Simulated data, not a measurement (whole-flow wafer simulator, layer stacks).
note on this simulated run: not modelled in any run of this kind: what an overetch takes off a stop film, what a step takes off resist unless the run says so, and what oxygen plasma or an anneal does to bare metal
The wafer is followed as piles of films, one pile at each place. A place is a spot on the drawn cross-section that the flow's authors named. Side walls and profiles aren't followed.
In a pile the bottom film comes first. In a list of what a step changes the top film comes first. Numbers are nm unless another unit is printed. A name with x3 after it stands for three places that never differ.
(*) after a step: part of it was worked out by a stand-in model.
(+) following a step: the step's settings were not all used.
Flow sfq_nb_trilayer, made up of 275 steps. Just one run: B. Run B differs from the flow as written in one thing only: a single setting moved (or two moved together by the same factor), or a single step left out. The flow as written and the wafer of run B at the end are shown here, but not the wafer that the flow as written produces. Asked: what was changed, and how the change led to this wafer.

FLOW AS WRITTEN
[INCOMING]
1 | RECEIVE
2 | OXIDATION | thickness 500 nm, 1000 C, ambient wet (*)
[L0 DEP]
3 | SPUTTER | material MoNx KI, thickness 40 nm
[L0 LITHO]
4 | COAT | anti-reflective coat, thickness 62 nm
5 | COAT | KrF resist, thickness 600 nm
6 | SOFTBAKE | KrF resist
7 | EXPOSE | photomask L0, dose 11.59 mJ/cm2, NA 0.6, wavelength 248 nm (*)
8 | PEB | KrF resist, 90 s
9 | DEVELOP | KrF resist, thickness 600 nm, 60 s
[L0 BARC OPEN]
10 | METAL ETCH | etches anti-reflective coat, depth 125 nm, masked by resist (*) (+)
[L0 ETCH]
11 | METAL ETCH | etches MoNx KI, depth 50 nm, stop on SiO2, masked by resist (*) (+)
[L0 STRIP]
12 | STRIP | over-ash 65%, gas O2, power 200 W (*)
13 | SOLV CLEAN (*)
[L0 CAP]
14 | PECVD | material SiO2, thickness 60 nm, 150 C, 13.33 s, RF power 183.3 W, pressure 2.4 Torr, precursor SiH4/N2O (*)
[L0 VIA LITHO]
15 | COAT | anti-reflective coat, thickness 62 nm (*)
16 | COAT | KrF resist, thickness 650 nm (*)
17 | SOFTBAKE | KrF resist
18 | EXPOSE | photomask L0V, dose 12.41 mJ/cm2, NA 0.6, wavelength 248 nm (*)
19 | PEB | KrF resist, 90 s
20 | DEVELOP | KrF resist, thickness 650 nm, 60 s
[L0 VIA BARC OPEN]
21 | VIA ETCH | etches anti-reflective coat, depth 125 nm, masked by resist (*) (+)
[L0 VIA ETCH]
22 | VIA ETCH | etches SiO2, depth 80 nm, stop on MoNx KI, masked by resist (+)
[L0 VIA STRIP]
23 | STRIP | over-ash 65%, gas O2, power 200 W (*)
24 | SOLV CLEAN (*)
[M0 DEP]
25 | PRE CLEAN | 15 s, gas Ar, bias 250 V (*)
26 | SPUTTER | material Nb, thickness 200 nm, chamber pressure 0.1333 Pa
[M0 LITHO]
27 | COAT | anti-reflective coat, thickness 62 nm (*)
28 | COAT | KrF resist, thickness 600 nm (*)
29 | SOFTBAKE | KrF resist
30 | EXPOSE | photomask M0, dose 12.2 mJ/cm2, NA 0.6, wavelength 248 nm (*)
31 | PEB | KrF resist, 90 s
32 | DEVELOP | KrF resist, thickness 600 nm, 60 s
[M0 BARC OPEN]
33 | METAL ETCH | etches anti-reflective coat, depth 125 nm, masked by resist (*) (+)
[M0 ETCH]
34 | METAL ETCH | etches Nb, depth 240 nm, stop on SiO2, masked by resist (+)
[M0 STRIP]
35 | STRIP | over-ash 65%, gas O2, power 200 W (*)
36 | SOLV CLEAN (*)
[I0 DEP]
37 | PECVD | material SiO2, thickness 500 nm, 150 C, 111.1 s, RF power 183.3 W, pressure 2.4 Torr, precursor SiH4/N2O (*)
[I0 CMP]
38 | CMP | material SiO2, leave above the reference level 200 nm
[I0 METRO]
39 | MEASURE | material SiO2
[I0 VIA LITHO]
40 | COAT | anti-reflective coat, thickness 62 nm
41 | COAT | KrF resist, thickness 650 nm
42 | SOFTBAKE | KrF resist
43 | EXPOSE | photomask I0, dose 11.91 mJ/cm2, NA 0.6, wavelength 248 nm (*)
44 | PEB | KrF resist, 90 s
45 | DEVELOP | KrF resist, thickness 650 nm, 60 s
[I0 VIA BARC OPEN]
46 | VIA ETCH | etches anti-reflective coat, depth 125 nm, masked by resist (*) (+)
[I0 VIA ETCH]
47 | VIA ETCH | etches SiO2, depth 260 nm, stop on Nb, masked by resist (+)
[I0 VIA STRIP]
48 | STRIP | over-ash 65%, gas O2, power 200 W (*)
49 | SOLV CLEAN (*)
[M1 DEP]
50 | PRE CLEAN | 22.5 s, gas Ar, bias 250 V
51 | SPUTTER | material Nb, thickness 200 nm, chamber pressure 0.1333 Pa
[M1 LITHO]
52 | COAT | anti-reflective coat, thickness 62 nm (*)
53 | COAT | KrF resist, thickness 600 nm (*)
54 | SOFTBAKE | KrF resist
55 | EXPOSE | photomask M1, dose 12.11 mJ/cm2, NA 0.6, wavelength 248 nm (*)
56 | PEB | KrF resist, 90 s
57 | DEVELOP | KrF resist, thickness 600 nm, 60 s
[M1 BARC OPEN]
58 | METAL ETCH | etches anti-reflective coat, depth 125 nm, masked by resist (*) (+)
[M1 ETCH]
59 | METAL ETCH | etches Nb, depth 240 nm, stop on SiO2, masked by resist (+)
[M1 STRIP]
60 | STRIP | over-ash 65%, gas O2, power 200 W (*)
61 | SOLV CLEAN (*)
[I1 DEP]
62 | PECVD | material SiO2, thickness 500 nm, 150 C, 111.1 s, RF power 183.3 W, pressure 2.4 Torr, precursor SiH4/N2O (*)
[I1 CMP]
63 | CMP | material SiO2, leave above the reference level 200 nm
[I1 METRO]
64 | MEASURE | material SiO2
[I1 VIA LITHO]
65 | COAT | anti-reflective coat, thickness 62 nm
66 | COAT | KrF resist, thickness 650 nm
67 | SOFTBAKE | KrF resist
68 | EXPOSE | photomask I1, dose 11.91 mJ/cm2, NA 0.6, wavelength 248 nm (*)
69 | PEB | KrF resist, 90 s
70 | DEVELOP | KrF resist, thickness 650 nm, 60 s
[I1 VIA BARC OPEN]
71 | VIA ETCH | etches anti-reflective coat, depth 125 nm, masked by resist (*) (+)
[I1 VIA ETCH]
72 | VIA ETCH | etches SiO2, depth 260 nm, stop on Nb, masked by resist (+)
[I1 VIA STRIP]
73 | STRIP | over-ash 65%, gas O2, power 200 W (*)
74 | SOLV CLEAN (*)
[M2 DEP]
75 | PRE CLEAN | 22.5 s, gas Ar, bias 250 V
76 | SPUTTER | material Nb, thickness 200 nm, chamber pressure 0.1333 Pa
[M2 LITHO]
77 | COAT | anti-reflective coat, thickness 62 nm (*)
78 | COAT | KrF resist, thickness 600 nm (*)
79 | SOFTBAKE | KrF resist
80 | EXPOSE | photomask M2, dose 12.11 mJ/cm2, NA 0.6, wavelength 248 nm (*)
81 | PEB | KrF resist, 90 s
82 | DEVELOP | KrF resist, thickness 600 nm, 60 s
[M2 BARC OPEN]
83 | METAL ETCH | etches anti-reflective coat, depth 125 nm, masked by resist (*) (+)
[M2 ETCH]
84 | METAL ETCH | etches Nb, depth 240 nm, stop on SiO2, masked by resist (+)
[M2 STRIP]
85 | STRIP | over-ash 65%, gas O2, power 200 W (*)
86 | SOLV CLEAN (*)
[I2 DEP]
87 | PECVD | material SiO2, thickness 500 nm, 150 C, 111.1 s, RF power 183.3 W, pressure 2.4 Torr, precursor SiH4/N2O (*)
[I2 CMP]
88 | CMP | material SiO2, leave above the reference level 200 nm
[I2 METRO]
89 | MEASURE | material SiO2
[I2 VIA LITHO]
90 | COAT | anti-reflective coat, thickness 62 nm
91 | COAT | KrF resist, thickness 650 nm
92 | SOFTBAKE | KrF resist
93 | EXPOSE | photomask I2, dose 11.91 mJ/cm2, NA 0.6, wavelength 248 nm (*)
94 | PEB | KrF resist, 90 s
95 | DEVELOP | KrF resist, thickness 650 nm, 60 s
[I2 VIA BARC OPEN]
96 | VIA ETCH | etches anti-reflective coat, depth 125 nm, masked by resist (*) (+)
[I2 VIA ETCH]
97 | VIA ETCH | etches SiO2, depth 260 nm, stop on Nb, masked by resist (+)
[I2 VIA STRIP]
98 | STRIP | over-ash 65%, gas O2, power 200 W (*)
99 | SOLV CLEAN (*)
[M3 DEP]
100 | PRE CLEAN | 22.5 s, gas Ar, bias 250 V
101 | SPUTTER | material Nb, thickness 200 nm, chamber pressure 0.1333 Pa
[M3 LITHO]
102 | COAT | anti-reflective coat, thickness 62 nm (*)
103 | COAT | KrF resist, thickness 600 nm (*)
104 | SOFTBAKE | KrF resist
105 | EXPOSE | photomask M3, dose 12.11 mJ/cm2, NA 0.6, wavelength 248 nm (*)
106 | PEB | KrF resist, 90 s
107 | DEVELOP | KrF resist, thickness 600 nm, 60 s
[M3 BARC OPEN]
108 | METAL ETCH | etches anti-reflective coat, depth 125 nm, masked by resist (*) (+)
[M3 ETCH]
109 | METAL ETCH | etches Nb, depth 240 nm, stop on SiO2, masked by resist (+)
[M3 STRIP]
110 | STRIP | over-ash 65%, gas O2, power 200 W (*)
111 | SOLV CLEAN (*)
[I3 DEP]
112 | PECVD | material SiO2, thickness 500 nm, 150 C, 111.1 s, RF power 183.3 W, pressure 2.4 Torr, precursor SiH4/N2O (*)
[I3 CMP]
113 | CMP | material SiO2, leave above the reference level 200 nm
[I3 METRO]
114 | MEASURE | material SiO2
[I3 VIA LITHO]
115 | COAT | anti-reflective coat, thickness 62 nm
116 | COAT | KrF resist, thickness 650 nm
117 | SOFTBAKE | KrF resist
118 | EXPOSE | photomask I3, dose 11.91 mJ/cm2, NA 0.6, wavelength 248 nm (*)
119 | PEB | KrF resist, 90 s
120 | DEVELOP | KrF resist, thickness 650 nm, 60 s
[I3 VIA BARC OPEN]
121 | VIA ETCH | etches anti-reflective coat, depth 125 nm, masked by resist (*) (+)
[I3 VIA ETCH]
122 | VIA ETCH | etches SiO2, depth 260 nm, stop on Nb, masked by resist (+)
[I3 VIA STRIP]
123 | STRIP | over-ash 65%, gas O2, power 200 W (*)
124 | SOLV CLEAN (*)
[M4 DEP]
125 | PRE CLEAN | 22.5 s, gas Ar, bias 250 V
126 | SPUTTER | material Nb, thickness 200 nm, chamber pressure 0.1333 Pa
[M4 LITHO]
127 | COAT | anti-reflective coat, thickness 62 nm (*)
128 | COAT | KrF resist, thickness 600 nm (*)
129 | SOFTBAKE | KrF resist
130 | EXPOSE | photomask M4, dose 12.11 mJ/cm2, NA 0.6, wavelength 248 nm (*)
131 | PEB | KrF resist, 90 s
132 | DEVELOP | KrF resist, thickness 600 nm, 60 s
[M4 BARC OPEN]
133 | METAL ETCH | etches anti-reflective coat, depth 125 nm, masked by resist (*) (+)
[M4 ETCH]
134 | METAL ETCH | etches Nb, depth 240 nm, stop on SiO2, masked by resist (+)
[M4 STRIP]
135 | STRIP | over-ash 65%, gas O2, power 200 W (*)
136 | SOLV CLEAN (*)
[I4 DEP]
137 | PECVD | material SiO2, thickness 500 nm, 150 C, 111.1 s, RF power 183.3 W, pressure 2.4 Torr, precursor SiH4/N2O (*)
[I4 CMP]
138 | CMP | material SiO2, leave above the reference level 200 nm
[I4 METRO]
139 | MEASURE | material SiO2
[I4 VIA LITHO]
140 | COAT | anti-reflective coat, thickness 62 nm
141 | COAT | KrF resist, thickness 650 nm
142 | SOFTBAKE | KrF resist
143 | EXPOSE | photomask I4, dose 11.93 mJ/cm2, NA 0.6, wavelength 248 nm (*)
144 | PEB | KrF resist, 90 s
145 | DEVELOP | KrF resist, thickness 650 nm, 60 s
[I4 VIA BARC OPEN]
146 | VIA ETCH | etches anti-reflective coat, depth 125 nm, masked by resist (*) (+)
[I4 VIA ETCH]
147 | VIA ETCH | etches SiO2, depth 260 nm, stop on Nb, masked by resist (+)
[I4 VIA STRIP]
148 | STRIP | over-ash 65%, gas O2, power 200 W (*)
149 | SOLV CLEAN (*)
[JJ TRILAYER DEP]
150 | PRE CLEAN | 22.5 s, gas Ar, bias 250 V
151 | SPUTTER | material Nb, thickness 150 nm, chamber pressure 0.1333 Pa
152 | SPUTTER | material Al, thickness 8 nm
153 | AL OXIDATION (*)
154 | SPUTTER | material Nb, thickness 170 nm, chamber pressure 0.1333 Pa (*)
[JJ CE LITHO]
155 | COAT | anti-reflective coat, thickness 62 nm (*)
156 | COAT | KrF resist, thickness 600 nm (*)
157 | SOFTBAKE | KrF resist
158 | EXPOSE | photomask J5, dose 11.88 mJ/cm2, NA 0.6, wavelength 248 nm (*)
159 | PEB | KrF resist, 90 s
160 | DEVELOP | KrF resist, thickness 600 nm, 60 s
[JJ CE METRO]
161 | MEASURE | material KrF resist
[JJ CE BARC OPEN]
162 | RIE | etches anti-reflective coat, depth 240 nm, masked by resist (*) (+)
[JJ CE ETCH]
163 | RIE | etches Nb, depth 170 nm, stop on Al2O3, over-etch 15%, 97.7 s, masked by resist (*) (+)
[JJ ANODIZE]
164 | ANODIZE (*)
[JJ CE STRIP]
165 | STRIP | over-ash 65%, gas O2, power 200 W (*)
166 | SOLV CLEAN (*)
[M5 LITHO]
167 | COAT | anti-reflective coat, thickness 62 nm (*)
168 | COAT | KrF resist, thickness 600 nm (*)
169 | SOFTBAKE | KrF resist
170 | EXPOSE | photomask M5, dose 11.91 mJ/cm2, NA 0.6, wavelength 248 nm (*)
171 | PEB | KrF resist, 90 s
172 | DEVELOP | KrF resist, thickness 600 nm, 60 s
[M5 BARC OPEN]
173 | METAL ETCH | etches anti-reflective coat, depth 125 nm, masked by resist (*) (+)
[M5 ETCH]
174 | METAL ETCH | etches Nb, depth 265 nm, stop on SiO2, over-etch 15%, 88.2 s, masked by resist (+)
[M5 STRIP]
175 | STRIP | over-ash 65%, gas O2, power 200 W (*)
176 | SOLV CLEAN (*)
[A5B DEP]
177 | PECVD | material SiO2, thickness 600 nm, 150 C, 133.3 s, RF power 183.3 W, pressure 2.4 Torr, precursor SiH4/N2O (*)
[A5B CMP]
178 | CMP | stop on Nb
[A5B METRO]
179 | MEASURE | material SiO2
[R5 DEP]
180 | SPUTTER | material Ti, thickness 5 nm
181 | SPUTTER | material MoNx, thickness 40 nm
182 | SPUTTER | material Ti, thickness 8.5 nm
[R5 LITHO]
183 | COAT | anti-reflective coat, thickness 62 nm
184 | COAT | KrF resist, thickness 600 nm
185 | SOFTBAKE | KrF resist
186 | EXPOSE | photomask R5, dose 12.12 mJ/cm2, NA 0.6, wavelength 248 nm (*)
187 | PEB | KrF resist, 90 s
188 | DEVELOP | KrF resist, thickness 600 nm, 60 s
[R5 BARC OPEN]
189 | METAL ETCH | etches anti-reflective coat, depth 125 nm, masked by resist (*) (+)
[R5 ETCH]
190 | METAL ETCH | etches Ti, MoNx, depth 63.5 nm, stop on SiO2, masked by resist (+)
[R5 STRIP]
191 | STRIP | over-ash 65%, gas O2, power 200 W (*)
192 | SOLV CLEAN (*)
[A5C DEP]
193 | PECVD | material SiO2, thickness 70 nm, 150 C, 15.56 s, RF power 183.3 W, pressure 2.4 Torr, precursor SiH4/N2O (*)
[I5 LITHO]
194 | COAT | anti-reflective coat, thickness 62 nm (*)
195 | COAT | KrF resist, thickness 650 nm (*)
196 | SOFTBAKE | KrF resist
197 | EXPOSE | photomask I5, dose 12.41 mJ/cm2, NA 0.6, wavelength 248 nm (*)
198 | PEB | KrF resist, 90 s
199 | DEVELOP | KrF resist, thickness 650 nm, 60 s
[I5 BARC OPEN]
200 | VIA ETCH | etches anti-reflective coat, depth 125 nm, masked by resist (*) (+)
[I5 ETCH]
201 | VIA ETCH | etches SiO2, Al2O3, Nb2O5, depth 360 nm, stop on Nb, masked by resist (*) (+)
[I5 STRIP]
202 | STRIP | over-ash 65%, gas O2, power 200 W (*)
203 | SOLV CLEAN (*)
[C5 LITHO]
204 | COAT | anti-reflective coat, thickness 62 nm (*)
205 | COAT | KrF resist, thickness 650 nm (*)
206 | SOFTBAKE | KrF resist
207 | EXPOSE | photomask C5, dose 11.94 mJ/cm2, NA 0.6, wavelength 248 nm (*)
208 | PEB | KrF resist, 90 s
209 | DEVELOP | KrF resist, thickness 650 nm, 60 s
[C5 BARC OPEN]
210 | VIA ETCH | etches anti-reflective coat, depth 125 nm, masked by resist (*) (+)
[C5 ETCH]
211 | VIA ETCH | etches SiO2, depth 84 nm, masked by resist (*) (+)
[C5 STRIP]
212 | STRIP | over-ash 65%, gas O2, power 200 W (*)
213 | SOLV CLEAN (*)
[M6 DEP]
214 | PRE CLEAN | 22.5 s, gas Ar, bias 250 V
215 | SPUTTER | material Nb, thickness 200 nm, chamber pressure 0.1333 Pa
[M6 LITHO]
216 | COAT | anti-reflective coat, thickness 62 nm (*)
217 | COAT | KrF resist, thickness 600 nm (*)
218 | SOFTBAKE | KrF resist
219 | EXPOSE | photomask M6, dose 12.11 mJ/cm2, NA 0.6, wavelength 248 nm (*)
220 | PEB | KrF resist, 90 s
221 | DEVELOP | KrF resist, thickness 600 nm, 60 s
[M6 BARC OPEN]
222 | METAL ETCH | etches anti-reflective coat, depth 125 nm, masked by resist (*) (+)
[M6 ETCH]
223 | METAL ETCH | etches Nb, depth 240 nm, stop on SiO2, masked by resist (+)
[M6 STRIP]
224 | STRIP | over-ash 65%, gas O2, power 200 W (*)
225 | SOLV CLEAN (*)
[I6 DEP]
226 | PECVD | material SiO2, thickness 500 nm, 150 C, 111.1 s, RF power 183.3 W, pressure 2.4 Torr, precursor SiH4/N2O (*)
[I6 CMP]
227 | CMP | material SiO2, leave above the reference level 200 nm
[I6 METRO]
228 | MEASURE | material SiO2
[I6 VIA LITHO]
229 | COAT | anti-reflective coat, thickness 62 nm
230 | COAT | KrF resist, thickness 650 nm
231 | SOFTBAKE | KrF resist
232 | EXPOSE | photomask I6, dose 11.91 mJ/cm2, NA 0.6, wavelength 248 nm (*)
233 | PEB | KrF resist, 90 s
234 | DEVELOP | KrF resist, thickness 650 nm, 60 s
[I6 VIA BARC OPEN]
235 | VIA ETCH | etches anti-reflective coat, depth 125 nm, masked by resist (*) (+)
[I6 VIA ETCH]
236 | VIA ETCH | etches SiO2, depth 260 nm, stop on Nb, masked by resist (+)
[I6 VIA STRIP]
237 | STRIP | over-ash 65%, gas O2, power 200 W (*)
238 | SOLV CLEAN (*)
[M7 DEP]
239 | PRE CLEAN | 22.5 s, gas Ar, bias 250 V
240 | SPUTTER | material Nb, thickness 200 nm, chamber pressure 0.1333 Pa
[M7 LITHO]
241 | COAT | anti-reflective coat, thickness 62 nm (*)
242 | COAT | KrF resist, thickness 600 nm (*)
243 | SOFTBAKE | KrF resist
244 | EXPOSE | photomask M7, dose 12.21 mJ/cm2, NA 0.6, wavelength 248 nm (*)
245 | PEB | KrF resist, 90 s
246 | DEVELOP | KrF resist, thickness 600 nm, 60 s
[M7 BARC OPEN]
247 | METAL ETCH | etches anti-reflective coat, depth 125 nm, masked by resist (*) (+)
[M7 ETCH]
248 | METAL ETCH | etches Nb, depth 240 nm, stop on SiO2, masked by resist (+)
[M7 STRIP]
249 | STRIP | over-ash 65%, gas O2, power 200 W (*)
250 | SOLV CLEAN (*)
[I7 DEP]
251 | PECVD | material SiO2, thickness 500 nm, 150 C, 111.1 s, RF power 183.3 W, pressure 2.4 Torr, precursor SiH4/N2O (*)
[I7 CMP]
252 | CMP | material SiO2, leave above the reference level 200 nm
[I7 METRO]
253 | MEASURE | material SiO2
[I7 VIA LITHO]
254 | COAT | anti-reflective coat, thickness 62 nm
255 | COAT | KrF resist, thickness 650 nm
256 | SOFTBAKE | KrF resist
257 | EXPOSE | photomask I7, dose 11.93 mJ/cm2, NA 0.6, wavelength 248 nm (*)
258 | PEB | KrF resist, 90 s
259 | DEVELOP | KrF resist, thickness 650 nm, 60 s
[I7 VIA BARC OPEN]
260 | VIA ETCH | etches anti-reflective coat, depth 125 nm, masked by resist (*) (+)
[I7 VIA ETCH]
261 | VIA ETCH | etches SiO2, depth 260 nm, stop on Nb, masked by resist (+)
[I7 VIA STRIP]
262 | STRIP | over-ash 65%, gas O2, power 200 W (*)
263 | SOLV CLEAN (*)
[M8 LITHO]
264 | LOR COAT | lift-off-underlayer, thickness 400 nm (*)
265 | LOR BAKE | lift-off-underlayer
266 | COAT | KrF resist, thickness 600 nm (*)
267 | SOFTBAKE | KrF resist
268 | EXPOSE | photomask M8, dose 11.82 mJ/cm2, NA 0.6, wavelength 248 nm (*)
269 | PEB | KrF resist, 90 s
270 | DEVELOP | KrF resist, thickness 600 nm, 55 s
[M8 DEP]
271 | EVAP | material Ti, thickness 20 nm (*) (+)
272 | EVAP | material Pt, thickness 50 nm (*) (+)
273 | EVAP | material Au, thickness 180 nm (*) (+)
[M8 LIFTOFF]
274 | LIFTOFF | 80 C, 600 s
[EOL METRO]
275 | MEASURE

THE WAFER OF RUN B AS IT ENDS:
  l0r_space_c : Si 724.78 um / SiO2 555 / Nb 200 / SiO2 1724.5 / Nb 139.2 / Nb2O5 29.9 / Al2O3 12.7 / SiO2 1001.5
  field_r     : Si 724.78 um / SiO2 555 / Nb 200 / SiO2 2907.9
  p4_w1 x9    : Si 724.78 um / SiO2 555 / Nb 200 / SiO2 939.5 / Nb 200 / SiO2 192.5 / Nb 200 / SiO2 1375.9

Cause: step 63, CMP: leave above the reference level 162 nm was run, whereas the flow has leave above the reference level 200 nm.

The path from the change to this, step by step:
  63 | CMP | material SiO2, leave above the reference level 200 nm
      field_l, be, be_sur and 72 more: SiO2 loses 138 (it would be, as written: SiO2 loses 100)
      v_sur, via_wl, via_wr and 20 more: SiO2 loses 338 (it would be, as written: SiO2 loses 300)
      (and at 8 other places as well)
  72 | VIA ETCH | etches SiO2, depth 260 nm, stop on Nb, masked by resist (+)
      field_l, v_sur, via_wl and 102 more: KrF resist loses 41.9 (it would be, as written: KrF resist loses 44.8)
      via_v: SiO2 loses 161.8 (all of it) (it would be, as written: SiO2 loses 199.8 (all of it))
  76 | SPUTTER | material Nb, thickness 200 nm, chamber pressure 0.1333 Pa
      via_v: Nb gains 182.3 (it would be, as written: Nb gains 174.5)
  77 | COAT | anti-reflective coat, thickness 62 nm (*)
      via_v: anti-reflective coat gains 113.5 (new film) (it would be, as written: anti-reflective coat gains 123.1 (new film))
  78 | COAT | KrF resist, thickness 600 nm (*)
      via_v: KrF resist gains 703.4 (new film) (it would be, as written: KrF resist gains 733.7 (new film))
  85 | STRIP | over-ash 65%, gas O2, power 200 W (*)
      via_v: KrF resist loses 485.5 (all of it), anti-reflective coat loses 113.5 (all of it) (it would be, as written: KrF resist loses 515.8 (all of it), anti-reflective coat loses 123.1 (all of it))
  87 | PECVD | material SiO2, thickness 500 nm, 150 C, 111.1 s, RF power 183.3 W, pressure 2.4 Torr, precursor SiH4/N2O (*)
      via_v: SiO2 gains 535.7 (new film) (it would be, as written: SiO2 gains 606 (new film))
  88 | CMP | material SiO2, leave above the reference level 200 nm
      via_v: SiO2 loses 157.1 (it would be, as written: SiO2 loses 181.6)
